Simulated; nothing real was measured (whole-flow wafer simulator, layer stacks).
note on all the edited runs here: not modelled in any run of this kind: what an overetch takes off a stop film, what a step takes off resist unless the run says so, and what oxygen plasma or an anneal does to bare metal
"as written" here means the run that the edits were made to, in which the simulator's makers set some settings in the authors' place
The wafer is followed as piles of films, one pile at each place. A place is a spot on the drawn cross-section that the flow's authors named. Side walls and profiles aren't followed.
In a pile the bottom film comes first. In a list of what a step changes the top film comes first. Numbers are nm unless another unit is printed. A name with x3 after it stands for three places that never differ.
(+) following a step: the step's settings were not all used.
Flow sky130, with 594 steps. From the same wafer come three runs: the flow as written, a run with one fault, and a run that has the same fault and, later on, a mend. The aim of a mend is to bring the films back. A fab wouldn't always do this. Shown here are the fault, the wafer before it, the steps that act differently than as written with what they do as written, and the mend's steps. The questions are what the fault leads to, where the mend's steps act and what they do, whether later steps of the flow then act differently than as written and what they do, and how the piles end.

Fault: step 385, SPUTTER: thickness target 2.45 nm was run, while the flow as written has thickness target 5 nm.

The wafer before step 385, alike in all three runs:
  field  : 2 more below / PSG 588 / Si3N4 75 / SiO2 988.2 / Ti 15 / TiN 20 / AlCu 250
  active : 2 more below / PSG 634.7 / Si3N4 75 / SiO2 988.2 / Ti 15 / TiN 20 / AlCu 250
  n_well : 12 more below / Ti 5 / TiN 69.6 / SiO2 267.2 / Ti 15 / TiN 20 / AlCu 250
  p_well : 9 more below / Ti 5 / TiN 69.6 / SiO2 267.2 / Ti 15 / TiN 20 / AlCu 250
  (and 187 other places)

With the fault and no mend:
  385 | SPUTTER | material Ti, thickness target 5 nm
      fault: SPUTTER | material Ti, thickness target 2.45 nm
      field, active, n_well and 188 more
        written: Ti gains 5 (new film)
        fault: Ti gains 2.45 (new film)
  Steps later in the flow that act otherwise than as written (not shown: 19 more steps that differ only slightly, by at most 2% or 0.5 nm, whichever is larger):
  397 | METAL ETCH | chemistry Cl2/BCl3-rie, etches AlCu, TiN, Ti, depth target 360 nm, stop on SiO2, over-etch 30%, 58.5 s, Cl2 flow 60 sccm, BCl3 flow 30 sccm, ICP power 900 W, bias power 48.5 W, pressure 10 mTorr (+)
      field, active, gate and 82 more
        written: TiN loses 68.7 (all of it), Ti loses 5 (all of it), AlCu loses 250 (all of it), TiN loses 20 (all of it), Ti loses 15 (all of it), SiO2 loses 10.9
        fault: TiN loses 68.7 (all of it), Ti loses 2.45 (all of it), AlCu loses 250 (all of it), TiN loses 20 (all of it), Ti loses 15 (all of it), SiO2 loses 11.2
  By the end, the piles at n_well, p_well, gate_hv and 103 more depart from the flow's by more than 2% or 0.5 nm, whichever is larger.
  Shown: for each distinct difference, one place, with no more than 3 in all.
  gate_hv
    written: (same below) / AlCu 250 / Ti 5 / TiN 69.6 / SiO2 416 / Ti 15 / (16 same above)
    fault: (same below) / AlCu 250 / Ti 2.45 / TiN 69.6 / SiO2 418.6 / Ti 15 / (16 same above)
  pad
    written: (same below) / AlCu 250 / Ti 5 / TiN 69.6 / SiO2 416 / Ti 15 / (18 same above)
    fault: (same below) / AlCu 250 / Ti 2.45 / TiN 69.6 / SiO2 418.6 / Ti 15 / (18 same above)
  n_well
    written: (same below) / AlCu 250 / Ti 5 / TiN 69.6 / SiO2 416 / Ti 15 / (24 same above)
    fault: (same below) / AlCu 250 / Ti 2.45 / TiN 69.6 / SiO2 418.6 / Ti 15 / (24 same above)

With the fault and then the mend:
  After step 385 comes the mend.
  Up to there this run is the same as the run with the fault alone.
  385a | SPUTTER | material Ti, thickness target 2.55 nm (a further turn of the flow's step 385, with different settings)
      field, active, n_well and 188 more
        Ti gains 2.55
  Later steps of the flow that are run all act as written at every place that is followed.
  At every place that both follow, the piles at the end match the flow's.
